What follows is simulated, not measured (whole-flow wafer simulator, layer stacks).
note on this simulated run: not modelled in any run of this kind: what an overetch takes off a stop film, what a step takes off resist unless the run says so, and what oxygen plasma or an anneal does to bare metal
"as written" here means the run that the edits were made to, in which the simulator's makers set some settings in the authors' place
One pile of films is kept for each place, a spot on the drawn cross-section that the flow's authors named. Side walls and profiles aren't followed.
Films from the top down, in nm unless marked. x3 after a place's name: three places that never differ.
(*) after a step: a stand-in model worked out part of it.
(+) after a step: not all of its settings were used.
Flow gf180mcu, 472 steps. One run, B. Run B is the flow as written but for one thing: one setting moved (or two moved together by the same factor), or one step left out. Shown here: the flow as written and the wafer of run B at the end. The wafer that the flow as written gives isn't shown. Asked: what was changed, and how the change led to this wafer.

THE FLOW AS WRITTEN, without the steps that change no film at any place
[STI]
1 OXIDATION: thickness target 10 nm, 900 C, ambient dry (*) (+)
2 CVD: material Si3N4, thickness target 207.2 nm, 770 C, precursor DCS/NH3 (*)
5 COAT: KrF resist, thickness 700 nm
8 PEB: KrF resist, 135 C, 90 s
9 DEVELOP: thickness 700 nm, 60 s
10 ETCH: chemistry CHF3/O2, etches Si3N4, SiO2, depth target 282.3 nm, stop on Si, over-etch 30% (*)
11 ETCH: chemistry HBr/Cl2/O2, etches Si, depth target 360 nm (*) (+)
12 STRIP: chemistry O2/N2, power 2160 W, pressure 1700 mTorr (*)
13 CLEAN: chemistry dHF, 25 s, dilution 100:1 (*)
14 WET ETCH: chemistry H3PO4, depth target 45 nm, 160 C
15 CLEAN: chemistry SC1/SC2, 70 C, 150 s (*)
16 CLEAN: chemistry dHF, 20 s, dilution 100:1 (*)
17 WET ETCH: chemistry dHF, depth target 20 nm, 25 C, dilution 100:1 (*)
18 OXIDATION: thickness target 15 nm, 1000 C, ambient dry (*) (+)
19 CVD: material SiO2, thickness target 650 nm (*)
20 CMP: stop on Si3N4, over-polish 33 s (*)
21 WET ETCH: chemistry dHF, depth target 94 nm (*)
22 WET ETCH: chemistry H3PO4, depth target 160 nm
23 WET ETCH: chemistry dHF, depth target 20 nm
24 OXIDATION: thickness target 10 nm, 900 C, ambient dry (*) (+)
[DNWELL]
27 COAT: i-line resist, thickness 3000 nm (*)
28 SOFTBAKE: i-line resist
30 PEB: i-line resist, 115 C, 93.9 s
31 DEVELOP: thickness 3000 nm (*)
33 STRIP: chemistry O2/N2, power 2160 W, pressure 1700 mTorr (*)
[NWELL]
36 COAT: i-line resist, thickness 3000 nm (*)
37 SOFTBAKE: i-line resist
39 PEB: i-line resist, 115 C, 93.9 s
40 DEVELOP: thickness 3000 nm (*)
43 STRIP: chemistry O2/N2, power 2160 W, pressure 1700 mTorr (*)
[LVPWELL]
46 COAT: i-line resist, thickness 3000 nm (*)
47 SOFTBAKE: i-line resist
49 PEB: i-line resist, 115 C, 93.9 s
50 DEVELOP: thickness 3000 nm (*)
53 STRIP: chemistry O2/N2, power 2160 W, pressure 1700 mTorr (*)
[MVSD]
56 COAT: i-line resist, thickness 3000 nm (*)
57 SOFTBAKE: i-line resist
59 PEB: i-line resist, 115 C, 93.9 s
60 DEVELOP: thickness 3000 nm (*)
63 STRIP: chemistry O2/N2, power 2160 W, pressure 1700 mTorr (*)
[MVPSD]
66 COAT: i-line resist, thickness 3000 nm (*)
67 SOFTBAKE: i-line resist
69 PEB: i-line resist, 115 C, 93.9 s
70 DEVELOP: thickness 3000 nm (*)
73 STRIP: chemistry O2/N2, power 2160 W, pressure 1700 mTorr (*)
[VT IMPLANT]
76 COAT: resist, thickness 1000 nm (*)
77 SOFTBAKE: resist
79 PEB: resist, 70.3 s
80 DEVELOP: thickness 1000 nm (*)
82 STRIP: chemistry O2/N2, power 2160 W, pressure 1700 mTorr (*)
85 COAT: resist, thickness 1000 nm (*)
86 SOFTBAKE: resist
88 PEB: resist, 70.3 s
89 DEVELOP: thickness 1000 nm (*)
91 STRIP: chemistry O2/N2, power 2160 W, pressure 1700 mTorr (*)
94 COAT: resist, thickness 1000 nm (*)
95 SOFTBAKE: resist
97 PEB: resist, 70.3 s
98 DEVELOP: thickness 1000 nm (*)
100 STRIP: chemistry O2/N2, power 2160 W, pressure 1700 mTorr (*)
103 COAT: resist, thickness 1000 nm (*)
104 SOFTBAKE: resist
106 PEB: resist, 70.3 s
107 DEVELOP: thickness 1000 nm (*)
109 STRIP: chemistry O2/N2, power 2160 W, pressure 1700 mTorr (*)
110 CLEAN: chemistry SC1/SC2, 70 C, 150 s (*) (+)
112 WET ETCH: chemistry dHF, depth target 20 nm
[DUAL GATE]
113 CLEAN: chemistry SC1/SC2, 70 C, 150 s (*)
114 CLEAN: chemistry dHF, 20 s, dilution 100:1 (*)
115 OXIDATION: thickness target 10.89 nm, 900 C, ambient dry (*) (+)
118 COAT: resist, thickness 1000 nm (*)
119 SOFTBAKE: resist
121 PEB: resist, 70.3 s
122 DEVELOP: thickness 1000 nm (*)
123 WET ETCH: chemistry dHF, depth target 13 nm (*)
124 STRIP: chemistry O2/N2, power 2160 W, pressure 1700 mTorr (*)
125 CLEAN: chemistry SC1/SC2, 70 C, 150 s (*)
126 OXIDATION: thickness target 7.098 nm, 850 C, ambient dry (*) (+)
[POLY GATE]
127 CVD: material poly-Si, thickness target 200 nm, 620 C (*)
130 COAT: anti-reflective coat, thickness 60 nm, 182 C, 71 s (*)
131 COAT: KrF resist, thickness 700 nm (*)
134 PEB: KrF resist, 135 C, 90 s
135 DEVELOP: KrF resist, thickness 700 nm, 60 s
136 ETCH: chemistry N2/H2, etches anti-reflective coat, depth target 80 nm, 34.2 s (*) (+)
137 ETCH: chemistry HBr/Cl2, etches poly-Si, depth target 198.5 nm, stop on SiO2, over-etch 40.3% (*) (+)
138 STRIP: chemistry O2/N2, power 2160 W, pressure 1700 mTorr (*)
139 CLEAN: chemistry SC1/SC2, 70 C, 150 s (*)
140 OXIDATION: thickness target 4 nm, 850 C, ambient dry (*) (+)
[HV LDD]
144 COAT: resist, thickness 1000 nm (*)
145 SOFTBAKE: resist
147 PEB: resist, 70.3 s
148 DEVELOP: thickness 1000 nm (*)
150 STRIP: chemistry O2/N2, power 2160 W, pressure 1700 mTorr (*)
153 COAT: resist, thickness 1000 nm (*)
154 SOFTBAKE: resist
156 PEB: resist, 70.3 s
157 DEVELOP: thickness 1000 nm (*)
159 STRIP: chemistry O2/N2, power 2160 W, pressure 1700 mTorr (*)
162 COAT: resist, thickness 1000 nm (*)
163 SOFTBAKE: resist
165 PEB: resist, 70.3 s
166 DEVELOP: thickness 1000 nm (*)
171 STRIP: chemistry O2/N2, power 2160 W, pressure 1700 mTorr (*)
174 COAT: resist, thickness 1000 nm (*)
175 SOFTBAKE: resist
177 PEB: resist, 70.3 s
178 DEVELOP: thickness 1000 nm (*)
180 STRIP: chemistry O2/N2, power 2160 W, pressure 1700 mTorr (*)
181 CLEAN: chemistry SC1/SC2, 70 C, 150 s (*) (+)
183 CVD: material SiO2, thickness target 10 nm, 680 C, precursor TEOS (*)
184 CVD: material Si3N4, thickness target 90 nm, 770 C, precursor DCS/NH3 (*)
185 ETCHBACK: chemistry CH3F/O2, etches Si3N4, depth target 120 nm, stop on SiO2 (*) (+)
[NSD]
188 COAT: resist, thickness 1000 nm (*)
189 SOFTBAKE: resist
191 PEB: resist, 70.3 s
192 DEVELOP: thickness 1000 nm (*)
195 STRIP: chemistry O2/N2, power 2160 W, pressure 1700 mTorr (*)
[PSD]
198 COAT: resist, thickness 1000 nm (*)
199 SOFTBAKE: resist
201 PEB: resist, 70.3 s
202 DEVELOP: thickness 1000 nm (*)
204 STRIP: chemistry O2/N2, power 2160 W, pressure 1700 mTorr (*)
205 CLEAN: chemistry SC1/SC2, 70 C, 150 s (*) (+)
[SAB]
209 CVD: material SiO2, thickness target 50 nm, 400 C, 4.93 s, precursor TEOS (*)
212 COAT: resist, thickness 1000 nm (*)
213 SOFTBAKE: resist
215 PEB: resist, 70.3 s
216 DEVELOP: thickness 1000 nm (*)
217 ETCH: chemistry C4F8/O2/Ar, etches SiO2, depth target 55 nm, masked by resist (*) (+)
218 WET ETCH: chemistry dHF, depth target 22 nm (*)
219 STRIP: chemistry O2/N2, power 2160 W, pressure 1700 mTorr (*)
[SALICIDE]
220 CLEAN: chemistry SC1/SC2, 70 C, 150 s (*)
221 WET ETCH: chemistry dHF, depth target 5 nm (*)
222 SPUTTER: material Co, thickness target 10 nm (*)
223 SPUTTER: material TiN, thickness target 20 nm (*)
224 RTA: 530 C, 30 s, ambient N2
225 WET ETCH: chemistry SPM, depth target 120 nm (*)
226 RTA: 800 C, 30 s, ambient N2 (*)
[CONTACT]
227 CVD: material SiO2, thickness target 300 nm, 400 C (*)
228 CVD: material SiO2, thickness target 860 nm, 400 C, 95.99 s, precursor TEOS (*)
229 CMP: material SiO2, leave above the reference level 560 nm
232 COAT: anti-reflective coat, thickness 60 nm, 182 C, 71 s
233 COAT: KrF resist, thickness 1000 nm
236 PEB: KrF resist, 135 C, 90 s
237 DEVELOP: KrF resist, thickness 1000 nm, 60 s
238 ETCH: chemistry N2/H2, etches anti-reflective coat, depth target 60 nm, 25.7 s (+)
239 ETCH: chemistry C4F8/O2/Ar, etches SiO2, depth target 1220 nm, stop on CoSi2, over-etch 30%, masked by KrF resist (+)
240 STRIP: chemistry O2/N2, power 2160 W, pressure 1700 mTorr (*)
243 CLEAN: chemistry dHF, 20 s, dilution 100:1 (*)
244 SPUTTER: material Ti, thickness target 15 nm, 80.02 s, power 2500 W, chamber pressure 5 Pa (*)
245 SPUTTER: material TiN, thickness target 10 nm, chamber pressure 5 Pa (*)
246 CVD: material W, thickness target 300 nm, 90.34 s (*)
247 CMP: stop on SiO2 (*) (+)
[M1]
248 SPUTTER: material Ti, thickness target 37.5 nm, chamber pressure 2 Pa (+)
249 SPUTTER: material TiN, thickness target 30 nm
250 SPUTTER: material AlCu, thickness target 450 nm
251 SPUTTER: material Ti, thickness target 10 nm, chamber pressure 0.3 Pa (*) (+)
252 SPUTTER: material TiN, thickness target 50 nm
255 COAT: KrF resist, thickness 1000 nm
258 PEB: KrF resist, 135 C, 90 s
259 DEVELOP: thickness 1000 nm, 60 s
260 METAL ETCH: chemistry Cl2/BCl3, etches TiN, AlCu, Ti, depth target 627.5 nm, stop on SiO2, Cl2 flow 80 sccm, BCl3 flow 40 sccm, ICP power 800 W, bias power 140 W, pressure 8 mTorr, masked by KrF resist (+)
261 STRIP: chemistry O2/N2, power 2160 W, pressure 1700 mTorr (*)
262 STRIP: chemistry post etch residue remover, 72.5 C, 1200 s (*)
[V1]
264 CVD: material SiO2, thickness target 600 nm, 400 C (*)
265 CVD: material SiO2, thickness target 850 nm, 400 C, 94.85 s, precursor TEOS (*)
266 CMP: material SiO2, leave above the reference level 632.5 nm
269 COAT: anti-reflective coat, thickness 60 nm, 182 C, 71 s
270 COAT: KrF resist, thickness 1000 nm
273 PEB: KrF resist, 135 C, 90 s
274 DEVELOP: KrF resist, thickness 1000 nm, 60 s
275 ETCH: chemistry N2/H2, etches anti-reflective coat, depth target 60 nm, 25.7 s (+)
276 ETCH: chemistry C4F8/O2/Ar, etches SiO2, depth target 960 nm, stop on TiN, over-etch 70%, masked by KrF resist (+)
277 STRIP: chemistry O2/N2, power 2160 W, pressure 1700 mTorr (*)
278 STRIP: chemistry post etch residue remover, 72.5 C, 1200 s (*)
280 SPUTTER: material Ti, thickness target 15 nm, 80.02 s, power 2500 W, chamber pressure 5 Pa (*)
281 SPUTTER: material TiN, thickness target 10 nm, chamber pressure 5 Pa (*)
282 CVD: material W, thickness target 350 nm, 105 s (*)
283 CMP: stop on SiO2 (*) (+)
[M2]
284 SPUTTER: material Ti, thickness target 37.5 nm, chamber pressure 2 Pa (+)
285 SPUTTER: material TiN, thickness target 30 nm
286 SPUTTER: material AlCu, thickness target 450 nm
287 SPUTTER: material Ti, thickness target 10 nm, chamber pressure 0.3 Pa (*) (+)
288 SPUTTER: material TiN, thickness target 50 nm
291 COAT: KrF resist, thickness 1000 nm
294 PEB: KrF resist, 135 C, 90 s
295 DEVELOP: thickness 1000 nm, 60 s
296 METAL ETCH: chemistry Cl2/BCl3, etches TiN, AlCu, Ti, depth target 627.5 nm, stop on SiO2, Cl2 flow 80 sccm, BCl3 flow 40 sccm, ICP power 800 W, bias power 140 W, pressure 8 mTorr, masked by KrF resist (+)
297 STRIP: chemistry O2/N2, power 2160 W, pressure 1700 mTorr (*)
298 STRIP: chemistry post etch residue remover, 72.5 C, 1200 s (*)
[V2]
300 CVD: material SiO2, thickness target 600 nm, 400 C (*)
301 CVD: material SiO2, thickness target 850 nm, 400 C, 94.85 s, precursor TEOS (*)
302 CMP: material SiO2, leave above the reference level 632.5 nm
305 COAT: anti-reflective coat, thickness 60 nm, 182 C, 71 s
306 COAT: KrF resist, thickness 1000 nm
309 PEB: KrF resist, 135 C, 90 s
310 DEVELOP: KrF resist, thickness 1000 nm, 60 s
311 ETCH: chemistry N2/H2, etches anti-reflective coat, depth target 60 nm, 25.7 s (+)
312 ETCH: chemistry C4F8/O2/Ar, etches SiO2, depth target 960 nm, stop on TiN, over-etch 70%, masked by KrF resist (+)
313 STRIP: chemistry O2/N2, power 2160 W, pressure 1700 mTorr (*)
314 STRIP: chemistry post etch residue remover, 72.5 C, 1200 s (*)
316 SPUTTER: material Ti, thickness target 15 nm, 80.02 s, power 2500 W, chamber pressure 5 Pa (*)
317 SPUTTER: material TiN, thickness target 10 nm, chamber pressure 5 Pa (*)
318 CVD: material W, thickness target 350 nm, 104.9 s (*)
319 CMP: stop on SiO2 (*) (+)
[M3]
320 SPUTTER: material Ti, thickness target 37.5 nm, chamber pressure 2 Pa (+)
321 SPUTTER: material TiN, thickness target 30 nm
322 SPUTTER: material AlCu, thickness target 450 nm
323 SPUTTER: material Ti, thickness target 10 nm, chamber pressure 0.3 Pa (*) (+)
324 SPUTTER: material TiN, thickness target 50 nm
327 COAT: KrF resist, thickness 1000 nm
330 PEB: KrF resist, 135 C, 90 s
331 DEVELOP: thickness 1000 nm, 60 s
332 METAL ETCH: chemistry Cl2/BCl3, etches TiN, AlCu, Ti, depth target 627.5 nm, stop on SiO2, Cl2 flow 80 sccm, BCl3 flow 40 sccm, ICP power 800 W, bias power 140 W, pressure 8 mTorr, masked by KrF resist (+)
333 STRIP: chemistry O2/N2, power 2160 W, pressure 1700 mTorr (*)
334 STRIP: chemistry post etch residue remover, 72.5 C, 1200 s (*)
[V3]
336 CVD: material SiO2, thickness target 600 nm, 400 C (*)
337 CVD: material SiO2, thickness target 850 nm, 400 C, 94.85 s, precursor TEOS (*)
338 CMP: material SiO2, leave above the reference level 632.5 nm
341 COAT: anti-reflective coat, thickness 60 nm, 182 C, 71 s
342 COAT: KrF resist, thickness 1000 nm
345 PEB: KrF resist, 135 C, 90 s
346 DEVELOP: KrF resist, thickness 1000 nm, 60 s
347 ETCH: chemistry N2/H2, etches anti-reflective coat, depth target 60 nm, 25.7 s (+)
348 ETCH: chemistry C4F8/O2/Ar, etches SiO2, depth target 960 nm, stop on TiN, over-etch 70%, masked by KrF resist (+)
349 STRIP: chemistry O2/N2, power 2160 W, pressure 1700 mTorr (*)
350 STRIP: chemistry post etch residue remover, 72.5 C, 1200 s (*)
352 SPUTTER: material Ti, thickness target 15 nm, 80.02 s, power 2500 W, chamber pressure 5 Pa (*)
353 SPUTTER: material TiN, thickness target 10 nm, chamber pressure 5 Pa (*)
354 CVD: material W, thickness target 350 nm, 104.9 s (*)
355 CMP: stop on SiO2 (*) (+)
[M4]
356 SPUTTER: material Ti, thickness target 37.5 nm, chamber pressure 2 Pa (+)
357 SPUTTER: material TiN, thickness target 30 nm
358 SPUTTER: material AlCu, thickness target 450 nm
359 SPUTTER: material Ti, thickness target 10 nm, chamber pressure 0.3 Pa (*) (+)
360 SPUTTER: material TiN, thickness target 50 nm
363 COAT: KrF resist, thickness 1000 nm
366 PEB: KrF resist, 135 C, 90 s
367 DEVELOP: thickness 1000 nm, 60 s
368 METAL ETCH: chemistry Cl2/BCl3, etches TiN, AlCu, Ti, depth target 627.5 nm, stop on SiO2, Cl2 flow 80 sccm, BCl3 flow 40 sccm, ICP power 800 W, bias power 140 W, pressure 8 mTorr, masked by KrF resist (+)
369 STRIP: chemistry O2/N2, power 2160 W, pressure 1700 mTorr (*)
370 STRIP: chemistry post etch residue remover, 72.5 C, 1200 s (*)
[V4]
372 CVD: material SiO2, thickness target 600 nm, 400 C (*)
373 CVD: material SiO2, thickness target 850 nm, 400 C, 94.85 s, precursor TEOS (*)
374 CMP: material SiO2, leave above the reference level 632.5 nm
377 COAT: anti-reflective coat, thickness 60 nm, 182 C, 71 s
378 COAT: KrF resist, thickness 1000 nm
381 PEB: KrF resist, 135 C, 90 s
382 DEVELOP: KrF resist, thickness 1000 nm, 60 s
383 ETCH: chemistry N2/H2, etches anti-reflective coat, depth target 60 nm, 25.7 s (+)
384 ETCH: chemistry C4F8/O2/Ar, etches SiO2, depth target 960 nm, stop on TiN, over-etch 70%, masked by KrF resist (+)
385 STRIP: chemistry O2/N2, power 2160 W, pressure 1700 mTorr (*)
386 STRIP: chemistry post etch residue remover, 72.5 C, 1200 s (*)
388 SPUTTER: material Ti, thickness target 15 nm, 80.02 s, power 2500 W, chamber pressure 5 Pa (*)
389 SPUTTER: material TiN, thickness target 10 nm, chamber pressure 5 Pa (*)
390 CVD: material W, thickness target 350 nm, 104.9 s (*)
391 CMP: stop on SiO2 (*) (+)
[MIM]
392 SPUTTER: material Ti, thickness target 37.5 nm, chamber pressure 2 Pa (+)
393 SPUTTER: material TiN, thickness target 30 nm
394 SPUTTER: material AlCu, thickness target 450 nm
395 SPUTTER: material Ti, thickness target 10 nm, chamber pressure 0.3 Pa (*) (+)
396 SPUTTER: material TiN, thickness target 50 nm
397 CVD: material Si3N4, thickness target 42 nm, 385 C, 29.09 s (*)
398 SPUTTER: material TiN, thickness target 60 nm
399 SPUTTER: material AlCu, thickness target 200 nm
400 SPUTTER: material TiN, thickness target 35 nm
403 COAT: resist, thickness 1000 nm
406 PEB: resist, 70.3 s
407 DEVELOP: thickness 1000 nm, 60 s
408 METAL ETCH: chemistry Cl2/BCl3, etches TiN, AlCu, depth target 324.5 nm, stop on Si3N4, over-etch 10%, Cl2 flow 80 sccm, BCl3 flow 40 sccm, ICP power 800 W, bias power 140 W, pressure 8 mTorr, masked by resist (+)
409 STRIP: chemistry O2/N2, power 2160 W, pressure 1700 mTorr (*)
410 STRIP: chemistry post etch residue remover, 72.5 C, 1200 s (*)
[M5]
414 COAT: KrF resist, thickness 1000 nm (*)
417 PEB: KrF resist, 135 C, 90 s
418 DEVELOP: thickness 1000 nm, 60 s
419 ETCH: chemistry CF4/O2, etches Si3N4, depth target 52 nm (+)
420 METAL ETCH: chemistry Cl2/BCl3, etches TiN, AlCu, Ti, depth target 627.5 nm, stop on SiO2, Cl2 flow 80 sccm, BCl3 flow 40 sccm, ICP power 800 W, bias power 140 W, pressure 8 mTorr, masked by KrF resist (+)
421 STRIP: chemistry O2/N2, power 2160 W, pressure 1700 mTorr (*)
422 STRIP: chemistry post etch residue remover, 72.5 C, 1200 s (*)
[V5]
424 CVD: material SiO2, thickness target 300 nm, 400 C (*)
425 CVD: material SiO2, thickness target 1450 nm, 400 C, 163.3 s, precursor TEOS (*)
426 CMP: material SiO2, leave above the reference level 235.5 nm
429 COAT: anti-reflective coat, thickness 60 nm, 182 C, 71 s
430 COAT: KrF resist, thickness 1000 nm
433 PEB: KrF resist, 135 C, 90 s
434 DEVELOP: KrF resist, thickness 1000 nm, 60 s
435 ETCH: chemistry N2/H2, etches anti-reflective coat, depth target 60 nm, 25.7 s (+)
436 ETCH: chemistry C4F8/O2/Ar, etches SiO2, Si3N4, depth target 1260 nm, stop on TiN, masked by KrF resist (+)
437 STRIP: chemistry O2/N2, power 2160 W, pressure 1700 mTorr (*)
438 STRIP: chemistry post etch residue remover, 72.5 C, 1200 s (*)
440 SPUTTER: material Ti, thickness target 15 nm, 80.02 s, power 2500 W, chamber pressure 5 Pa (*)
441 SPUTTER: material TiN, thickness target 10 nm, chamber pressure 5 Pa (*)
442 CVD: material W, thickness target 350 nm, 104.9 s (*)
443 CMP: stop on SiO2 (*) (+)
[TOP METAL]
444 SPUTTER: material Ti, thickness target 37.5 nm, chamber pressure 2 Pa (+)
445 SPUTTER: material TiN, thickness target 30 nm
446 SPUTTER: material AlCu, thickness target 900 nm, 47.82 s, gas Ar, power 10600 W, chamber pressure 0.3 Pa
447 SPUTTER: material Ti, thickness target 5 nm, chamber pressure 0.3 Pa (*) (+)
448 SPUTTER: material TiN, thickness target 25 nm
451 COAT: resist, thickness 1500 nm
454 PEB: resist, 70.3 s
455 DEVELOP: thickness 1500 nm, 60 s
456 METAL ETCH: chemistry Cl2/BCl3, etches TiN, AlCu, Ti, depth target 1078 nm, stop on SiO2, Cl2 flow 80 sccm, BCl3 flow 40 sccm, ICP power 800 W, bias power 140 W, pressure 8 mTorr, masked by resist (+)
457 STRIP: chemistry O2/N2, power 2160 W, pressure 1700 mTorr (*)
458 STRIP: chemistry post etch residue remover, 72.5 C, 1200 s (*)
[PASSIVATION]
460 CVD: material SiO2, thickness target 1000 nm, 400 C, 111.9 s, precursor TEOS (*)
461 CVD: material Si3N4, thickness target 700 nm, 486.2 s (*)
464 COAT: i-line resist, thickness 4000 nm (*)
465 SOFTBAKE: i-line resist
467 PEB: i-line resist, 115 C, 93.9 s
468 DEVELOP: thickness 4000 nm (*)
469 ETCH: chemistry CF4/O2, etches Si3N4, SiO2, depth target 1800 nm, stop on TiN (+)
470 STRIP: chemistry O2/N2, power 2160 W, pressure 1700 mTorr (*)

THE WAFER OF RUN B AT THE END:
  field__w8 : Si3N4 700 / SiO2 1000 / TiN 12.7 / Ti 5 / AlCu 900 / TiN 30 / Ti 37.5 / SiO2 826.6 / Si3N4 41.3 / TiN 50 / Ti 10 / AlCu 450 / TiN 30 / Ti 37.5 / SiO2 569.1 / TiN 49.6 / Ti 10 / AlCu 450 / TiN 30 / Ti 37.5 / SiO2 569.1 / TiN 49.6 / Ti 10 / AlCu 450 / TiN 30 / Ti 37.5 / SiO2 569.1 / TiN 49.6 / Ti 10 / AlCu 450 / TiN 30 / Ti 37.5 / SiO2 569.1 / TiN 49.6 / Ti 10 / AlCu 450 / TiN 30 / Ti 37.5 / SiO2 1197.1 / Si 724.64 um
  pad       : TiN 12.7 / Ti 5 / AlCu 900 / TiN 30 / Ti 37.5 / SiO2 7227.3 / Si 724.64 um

The cause: step 448, SPUTTER: thickness target 13.1 nm was run, where the flow has thickness target 25 nm.

How the change led to this, step by step:
  448 SPUTTER: material TiN, thickness target 25 nm
      field, field__w1, field__w2 and 109 more: TiN +13.1 (new film) (as written it would be: TiN +25 (new film))
  456 METAL ETCH: chemistry Cl2/BCl3, etches TiN, AlCu, Ti, depth target 1078 nm, stop on SiO2, Cl2 flow 80 sccm, BCl3 flow 40 sccm, ICP power 800 W, bias power 140 W, pressure 8 mTorr, masked by resist (+)
      field, field__w1, field__w2 and 103 more: TiN -13.1 (all of it), Ti -5 (all of it), AlCu -900 (all of it), TiN -30 (all of it), Ti -37.5 (all of it) (as written it would be: TiN -25 (all of it), Ti -5 (all of it), AlCu -900 (all of it), TiN -30 (all of it), Ti -37.5 (all of it))
